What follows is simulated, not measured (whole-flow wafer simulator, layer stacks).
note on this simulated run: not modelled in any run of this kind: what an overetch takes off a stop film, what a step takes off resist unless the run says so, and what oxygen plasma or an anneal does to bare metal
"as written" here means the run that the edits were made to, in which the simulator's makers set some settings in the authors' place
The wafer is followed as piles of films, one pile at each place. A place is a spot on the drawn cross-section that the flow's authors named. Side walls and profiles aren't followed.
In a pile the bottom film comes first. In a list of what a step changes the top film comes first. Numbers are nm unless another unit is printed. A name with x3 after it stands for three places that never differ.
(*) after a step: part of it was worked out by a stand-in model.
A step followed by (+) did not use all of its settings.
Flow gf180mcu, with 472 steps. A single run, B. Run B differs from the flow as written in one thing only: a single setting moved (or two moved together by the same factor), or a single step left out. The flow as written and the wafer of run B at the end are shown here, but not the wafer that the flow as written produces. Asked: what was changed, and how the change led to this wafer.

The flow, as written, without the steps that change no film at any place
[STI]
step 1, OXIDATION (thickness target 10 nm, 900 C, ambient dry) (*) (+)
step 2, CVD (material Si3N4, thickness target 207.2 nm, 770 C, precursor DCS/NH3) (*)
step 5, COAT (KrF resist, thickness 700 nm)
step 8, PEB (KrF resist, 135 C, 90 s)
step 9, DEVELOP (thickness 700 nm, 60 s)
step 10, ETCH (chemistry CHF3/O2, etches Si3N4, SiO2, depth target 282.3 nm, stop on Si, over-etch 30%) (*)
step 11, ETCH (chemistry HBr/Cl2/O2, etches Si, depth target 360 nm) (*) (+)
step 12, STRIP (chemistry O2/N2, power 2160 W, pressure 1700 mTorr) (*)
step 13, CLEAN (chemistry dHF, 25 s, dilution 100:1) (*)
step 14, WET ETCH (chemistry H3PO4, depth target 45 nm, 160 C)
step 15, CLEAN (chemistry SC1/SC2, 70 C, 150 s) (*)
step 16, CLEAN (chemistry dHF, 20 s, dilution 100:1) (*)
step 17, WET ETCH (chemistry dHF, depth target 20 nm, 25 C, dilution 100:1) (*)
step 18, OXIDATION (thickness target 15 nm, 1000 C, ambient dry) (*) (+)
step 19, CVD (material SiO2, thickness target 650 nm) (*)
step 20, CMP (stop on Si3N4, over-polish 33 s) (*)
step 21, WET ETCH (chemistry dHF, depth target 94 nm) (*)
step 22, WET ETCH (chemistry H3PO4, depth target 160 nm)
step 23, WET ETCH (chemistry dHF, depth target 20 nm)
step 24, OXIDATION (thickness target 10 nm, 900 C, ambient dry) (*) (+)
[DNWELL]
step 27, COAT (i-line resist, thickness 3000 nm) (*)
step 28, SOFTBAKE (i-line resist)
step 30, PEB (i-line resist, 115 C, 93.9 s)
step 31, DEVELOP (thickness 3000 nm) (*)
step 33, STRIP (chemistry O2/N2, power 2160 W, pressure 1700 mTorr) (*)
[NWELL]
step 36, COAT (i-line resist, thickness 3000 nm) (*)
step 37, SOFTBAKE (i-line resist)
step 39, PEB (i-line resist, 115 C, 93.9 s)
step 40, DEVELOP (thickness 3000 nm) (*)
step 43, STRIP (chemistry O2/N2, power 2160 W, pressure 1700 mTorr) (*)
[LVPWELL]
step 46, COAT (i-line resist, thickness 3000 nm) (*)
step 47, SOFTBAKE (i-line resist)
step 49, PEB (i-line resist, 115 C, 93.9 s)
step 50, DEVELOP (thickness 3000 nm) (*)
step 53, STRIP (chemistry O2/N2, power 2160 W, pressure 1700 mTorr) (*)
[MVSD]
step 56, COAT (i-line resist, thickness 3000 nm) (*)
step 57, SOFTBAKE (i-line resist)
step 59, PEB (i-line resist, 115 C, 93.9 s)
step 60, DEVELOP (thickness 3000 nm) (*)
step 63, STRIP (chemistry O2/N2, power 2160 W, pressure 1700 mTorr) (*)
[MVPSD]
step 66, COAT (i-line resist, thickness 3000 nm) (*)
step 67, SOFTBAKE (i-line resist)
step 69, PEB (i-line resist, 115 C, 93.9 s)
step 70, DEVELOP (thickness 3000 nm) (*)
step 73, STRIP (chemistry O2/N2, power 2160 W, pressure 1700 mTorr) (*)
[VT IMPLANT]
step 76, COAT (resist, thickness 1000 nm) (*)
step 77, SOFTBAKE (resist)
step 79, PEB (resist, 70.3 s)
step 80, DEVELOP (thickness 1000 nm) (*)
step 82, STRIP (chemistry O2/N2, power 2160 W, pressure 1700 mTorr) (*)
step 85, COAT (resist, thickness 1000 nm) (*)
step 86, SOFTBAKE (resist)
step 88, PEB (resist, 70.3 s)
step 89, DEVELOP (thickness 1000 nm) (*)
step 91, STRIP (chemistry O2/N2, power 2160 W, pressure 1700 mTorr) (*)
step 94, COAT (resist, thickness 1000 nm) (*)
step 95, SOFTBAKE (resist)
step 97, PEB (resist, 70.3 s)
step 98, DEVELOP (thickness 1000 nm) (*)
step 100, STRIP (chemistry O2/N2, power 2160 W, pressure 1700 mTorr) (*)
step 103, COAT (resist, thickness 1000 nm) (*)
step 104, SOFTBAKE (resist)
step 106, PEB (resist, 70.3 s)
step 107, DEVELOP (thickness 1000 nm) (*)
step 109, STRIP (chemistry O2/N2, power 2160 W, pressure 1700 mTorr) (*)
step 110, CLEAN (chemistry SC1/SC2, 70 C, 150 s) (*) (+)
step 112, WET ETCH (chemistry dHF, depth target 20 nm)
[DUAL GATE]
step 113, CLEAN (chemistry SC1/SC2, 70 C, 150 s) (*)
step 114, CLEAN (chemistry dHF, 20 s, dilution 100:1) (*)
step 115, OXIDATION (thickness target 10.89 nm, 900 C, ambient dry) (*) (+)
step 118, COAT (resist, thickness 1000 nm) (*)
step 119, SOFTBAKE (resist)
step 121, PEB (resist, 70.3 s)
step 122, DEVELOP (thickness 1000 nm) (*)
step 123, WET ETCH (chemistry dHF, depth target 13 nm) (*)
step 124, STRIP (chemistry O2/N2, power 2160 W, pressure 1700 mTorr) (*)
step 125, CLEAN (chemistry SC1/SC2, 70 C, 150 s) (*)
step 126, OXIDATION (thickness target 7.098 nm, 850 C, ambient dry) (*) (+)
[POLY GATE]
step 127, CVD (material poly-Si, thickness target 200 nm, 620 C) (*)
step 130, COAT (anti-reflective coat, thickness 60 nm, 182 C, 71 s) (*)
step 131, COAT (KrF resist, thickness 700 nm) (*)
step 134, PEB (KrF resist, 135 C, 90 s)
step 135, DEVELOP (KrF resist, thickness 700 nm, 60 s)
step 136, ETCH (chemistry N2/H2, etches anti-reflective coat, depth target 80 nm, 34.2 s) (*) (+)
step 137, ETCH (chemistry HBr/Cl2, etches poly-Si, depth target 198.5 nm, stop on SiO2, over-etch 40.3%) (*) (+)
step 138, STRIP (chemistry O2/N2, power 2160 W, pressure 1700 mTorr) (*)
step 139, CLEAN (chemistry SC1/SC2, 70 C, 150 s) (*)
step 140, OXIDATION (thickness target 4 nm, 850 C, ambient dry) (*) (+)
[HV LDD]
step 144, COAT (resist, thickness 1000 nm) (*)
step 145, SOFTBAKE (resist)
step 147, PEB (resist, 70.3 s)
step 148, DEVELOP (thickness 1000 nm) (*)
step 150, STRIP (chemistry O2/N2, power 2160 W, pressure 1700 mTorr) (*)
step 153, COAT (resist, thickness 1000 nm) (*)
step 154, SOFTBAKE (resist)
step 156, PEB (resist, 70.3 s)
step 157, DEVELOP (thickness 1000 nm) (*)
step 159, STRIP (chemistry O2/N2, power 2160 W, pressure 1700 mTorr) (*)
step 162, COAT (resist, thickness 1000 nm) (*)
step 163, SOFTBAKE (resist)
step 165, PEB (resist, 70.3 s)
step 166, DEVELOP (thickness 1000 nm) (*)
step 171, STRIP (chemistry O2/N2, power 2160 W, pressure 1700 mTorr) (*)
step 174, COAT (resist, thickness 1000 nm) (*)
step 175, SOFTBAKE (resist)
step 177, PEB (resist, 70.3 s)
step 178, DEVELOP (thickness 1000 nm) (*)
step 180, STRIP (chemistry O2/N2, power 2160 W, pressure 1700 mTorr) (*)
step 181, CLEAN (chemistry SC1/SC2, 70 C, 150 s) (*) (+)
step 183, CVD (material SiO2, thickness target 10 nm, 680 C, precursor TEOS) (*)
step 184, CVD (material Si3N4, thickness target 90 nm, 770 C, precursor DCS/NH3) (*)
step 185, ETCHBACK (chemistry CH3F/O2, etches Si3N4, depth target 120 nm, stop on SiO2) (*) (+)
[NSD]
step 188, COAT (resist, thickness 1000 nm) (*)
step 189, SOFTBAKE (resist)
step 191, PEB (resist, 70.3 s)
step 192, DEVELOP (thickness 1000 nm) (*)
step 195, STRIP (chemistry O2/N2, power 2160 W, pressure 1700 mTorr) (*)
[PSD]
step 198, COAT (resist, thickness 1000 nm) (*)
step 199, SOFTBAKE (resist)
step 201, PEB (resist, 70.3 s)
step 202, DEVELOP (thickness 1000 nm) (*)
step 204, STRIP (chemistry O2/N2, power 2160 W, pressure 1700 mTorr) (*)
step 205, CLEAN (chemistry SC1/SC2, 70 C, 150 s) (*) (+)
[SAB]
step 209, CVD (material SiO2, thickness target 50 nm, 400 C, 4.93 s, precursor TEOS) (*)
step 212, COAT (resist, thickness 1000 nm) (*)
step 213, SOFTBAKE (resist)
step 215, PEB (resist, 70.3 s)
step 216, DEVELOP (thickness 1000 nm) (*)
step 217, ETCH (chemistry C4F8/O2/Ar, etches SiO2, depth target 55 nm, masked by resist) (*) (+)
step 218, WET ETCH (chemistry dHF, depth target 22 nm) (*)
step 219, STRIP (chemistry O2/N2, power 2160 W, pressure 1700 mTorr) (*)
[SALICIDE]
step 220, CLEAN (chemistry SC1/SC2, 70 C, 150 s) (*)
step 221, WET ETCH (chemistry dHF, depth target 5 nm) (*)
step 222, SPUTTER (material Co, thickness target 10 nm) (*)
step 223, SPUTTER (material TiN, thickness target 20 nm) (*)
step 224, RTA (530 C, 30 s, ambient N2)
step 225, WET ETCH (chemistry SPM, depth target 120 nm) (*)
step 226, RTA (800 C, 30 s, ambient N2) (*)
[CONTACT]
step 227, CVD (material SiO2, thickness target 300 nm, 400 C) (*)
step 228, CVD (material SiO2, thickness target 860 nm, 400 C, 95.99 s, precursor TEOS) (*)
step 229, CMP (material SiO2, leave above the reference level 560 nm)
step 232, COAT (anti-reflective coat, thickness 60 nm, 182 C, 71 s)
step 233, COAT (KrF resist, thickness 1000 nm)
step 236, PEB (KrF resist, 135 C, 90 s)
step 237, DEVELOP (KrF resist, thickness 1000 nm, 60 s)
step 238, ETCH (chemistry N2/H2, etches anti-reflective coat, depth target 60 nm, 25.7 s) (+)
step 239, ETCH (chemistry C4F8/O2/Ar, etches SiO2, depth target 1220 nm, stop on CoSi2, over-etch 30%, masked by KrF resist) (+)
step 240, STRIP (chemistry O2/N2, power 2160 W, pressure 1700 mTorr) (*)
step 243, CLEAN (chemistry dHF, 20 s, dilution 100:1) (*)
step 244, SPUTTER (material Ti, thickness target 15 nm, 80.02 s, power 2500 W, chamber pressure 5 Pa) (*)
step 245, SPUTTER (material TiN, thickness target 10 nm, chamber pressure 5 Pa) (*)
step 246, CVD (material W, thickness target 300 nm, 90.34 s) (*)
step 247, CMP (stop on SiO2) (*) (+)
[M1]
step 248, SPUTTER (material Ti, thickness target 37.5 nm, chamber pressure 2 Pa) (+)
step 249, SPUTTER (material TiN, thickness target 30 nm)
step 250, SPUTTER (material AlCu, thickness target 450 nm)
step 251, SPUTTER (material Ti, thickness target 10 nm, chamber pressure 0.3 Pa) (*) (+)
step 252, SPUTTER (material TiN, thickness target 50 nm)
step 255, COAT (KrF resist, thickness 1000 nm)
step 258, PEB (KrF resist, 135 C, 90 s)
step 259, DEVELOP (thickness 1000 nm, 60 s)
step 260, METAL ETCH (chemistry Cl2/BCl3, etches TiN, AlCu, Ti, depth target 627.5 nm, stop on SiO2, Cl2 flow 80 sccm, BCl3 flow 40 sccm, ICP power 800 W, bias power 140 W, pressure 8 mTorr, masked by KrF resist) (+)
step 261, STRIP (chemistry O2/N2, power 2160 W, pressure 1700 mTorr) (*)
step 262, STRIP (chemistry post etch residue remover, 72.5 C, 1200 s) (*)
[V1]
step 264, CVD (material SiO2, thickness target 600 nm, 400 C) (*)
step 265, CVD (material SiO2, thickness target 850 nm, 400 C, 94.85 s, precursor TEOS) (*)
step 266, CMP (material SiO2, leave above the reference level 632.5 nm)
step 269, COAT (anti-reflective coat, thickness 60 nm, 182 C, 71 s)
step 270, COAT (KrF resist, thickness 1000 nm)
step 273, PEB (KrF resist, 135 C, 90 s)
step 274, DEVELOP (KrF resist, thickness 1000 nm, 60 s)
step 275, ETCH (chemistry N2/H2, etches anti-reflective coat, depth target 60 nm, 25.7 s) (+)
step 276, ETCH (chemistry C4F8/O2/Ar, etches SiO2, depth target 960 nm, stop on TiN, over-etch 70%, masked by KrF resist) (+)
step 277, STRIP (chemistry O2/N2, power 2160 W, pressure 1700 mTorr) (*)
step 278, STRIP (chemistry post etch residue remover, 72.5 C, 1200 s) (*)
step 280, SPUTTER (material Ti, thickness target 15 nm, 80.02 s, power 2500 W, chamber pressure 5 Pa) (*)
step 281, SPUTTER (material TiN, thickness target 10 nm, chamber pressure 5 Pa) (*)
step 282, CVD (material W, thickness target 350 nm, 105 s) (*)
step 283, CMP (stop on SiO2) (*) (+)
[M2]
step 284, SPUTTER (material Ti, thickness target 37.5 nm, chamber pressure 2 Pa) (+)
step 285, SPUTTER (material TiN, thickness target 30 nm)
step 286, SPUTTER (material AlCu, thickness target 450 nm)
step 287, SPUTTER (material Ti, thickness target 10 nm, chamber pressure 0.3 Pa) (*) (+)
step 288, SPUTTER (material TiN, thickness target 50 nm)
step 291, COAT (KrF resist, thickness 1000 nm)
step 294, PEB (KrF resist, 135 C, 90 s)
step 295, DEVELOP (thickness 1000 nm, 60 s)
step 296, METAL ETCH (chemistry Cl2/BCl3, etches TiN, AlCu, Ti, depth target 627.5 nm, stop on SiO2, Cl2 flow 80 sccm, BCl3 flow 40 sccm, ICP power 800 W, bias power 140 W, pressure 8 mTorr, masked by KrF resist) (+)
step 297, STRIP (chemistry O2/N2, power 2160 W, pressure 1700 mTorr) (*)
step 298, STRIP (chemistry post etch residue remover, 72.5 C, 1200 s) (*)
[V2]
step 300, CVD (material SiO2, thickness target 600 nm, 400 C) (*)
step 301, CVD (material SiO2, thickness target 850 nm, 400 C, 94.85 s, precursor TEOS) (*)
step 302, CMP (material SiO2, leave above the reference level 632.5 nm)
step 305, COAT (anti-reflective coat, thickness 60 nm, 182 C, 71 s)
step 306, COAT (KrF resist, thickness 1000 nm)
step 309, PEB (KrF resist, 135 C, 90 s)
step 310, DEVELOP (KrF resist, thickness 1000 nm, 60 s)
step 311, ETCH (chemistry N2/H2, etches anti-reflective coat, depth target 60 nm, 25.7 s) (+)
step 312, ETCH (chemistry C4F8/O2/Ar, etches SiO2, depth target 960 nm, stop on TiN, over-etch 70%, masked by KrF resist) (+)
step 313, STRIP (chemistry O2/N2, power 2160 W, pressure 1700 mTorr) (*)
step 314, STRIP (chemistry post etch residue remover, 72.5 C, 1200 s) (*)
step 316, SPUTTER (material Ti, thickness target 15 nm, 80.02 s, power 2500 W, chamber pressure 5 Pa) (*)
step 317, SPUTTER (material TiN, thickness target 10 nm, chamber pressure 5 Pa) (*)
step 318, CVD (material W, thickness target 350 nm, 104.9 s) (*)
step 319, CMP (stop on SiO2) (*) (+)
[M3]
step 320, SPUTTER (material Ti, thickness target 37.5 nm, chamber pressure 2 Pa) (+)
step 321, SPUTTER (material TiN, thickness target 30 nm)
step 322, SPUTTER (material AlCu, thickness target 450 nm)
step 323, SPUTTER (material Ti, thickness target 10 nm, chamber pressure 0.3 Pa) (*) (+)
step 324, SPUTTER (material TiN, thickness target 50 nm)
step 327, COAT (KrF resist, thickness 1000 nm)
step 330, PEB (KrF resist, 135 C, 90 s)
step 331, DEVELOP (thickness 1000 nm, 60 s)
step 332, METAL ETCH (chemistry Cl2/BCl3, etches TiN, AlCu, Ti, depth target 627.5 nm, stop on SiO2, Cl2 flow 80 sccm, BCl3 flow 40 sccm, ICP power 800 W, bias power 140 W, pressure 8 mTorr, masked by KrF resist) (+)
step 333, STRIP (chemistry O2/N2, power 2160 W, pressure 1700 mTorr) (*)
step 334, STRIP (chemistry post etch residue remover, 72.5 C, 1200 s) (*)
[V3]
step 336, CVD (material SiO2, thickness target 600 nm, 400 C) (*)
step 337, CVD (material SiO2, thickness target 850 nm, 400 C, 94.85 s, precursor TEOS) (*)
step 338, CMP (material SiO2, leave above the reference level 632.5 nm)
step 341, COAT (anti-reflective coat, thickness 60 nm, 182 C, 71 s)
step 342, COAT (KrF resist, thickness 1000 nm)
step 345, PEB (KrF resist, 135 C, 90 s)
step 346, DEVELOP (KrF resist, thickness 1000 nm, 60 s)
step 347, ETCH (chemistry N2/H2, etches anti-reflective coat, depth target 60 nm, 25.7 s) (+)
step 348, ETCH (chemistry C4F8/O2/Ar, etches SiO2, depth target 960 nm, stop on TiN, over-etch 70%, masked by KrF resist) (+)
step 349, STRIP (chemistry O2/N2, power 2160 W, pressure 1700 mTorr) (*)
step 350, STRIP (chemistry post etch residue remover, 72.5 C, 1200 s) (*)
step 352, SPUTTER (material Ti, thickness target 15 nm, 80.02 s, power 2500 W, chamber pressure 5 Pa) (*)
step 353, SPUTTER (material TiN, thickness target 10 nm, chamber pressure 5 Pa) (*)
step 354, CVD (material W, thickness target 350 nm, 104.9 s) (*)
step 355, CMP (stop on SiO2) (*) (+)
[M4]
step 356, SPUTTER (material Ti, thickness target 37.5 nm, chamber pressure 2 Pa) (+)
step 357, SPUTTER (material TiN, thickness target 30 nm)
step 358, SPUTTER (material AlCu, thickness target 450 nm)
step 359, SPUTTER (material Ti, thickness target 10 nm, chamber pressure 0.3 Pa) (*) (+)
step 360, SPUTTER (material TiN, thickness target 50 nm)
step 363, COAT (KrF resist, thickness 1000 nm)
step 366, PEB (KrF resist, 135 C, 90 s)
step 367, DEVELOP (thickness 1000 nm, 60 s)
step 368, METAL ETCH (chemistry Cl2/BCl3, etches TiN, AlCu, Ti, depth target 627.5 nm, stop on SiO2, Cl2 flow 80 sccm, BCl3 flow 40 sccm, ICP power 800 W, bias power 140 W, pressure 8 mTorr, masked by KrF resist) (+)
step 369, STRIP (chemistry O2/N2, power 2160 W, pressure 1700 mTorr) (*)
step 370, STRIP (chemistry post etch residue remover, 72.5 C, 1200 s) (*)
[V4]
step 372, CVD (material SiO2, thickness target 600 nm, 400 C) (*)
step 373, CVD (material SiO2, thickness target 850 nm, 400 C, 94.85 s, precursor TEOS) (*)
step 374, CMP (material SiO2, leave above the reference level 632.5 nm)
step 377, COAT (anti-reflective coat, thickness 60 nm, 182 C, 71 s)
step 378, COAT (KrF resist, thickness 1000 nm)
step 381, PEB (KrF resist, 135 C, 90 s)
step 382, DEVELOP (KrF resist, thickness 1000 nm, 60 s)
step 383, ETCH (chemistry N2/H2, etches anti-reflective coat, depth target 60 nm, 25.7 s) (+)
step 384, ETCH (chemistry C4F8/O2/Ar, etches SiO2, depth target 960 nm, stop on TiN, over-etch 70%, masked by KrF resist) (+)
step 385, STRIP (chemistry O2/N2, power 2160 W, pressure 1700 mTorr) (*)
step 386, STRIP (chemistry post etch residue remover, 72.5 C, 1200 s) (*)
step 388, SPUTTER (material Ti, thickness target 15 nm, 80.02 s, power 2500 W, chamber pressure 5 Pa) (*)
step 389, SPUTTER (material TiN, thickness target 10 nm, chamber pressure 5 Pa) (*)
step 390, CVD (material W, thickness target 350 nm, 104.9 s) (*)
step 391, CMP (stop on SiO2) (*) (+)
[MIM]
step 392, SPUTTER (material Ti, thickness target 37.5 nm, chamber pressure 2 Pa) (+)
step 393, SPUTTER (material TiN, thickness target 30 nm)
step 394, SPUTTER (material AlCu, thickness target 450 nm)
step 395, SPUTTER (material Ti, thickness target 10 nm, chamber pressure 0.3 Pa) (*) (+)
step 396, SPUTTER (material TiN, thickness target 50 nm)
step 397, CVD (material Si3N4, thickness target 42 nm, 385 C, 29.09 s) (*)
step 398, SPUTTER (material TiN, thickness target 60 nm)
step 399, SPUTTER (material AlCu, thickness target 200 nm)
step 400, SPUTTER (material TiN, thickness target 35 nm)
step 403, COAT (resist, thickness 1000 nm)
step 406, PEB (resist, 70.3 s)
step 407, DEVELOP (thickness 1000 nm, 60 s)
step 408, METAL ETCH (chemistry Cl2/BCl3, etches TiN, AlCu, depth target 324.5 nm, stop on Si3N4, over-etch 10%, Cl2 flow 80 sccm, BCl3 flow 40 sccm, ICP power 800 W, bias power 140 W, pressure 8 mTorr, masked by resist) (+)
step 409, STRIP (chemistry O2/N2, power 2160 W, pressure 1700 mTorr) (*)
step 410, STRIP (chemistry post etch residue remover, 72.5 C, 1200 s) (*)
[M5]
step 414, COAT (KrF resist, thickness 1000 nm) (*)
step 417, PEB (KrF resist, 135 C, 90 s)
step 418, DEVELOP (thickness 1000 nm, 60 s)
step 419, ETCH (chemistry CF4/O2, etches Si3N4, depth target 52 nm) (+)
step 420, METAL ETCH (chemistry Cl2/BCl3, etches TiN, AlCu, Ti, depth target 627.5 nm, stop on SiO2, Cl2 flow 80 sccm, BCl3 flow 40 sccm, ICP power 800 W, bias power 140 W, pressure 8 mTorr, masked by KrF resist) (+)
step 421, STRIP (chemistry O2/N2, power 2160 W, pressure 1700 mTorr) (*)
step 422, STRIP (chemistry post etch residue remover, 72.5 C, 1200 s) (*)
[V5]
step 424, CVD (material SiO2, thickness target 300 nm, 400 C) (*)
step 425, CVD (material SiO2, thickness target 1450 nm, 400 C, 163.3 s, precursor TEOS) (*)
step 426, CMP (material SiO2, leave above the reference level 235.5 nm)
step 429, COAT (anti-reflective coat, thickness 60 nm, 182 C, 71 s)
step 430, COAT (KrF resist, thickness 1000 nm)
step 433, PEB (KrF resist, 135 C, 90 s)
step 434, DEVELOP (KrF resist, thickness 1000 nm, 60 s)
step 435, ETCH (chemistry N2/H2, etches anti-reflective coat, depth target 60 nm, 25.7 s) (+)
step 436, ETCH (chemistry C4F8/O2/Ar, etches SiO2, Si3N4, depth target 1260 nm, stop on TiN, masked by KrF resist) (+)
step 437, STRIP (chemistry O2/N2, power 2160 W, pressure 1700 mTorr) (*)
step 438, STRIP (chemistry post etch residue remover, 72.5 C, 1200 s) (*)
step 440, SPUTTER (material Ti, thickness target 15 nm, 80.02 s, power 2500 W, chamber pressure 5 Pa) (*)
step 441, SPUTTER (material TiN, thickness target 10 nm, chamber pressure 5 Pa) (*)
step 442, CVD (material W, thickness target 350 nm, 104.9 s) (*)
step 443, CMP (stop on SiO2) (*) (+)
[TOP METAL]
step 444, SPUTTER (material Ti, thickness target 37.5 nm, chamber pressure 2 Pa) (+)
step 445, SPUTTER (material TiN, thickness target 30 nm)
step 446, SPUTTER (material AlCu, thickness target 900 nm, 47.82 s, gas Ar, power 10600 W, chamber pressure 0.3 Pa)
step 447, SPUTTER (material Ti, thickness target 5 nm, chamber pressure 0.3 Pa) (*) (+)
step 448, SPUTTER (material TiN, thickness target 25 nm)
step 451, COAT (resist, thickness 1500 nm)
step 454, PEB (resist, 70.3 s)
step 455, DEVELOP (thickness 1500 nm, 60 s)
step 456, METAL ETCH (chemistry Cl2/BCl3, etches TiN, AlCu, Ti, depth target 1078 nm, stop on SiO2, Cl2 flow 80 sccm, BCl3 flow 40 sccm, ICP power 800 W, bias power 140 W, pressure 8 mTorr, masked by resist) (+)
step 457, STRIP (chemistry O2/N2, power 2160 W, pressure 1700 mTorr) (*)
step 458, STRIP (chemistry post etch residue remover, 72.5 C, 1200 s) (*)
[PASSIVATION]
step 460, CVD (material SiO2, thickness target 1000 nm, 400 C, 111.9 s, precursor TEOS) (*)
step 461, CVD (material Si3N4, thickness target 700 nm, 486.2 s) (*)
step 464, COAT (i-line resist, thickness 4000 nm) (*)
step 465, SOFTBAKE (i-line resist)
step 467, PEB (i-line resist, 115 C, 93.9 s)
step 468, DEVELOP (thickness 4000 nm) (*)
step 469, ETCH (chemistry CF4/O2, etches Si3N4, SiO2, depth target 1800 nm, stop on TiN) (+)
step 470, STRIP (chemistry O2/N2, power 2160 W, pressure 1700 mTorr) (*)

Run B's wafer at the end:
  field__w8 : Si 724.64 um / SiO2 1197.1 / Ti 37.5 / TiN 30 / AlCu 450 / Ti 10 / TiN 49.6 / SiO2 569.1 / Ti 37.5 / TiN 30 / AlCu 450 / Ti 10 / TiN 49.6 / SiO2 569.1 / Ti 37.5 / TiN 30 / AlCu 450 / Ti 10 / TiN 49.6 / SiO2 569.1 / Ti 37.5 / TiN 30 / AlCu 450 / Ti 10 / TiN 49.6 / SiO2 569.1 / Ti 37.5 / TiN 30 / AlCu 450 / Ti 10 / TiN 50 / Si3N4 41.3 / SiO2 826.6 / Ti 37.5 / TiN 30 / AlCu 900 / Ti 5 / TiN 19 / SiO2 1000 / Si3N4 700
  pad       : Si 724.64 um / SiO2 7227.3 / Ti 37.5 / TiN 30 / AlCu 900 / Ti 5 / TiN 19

What caused this: step 448, SPUTTER: thickness target 19.4 nm was run, whereas the flow has thickness target 25 nm.

The path from the change to this, step by step:
  step 448, SPUTTER (material TiN, thickness target 25 nm)
      field, field__w1, field__w2 and 109 more: +19.4 TiN (new film) (in the flow as written it would be: +25 TiN (new film))
  step 456, METAL ETCH (chemistry Cl2/BCl3, etches TiN, AlCu, Ti, depth target 1078 nm, stop on SiO2, Cl2 flow 80 sccm, BCl3 flow 40 sccm, ICP power 800 W, bias power 140 W, pressure 8 mTorr, masked by resist) (+)
      field, field__w1, field__w2 and 103 more: -19.4 TiN (all of it), -5 Ti (all of it), -900 AlCu (all of it), -30 TiN (all of it), -37.5 Ti (all of it) (in the flow as written it would be: -25 TiN (all of it), -5 Ti (all of it), -900 AlCu (all of it), -30 TiN (all of it), -37.5 Ti (all of it))
